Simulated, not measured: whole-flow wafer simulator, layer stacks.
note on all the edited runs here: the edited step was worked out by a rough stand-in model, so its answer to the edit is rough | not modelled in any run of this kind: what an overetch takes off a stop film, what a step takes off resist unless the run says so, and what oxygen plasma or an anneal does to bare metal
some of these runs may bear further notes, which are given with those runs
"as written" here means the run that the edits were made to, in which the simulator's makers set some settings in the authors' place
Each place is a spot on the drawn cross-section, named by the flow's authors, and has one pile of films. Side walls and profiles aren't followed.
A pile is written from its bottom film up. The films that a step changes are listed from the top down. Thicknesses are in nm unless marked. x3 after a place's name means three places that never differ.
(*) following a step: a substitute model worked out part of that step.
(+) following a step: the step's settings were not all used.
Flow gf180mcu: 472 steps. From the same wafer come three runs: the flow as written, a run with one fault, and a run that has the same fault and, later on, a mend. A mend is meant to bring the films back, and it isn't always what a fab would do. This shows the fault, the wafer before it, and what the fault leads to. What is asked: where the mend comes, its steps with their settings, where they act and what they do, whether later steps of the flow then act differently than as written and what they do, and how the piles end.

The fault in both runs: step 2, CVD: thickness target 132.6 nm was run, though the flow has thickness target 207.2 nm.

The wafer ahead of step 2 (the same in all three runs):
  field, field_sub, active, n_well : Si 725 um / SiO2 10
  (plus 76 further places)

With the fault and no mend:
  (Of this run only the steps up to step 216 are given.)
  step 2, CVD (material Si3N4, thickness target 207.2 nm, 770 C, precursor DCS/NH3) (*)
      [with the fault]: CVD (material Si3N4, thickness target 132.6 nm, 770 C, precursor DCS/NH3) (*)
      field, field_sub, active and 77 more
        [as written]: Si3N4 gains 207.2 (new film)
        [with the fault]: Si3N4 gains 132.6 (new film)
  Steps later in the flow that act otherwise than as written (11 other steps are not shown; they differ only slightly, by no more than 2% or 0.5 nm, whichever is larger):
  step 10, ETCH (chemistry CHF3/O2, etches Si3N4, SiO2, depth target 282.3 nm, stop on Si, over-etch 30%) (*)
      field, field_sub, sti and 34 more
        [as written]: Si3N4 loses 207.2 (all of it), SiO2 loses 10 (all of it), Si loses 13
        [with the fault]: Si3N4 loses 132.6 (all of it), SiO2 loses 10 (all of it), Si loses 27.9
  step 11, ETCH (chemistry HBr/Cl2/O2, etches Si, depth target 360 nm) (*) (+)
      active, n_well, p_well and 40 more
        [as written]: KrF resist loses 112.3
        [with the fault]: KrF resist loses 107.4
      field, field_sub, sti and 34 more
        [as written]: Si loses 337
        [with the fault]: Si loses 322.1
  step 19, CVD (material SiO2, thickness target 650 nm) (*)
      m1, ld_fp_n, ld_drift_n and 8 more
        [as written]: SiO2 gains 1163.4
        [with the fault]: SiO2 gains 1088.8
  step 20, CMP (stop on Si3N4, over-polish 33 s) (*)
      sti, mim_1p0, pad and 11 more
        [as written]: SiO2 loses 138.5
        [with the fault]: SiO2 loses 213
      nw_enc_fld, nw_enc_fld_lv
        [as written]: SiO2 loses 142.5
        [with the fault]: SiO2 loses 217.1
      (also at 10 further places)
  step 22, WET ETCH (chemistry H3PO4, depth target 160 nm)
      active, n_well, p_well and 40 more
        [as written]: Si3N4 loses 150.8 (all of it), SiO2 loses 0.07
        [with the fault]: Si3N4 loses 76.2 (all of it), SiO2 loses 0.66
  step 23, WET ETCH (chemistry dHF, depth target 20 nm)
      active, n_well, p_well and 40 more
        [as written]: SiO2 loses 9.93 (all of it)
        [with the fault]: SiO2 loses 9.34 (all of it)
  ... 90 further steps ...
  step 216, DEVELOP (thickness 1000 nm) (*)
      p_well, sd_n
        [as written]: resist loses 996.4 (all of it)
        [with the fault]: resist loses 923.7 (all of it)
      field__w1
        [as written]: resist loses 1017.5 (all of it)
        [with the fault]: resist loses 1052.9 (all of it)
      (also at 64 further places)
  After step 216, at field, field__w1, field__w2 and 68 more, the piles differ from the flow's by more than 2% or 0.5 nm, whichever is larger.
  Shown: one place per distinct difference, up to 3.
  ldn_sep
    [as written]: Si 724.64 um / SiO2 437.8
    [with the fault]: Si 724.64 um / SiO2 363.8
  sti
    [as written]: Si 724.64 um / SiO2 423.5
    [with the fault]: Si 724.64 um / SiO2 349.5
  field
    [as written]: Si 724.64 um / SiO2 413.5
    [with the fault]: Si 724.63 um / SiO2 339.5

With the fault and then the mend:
  After step 9 comes the mend.
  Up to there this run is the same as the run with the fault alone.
  step 9a, STRIP (chemistry O2/N2, power 2160 W, pressure 1700 mTorr) (*)
      active, n_well, p_well and 40 more
        KrF resist loses 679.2 (all of it)
  step 9b, CVD (material Si3N4, thickness target 74.58 nm, 770 C, precursor DCS/NH3) (*) (a further turn of the flow's step 2, with different settings)
      field, field_sub, active and 77 more
        Si3N4 gains 74.6
  step 9c, HMDS (120 C, 60 s) (a further turn of the flow's step 4)
      leaves every film unchanged at each place that is followed
  step 9d, COAT (KrF resist, thickness 700 nm) (a further turn of the flow's step 5)
      field, field_sub, active and 77 more
        KrF resist gains 700 (new film)
  step 9e, SOFTBAKE (KrF resist) (a further turn of the flow's step 6)
      leaves every film unchanged at each place that is followed
  step 9f, EXPOSE (photomask COMP) (a further turn of the flow's step 7)
      leaves every film unchanged at each place that is followed
  step 9g, PEB (KrF resist, 135 C, 90 s) (a further turn of the flow's step 8)
      field, field_sub, active and 77 more
        KrF resist loses 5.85
  step 9h, DEVELOP (thickness 700 nm, 60 s) (a further turn of the flow's step 9)
      active, n_well, p_well and 40 more
        KrF resist loses 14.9
      field, field_sub, sti and 34 more
        KrF resist loses 694.2 (all of it)
  None of the later steps of the flow differs from how it acts as written, at any place that is followed, by more than 2% or 0.5 nm, whichever is larger.
  By the end, the piles equal the flow's at every place that both follow.
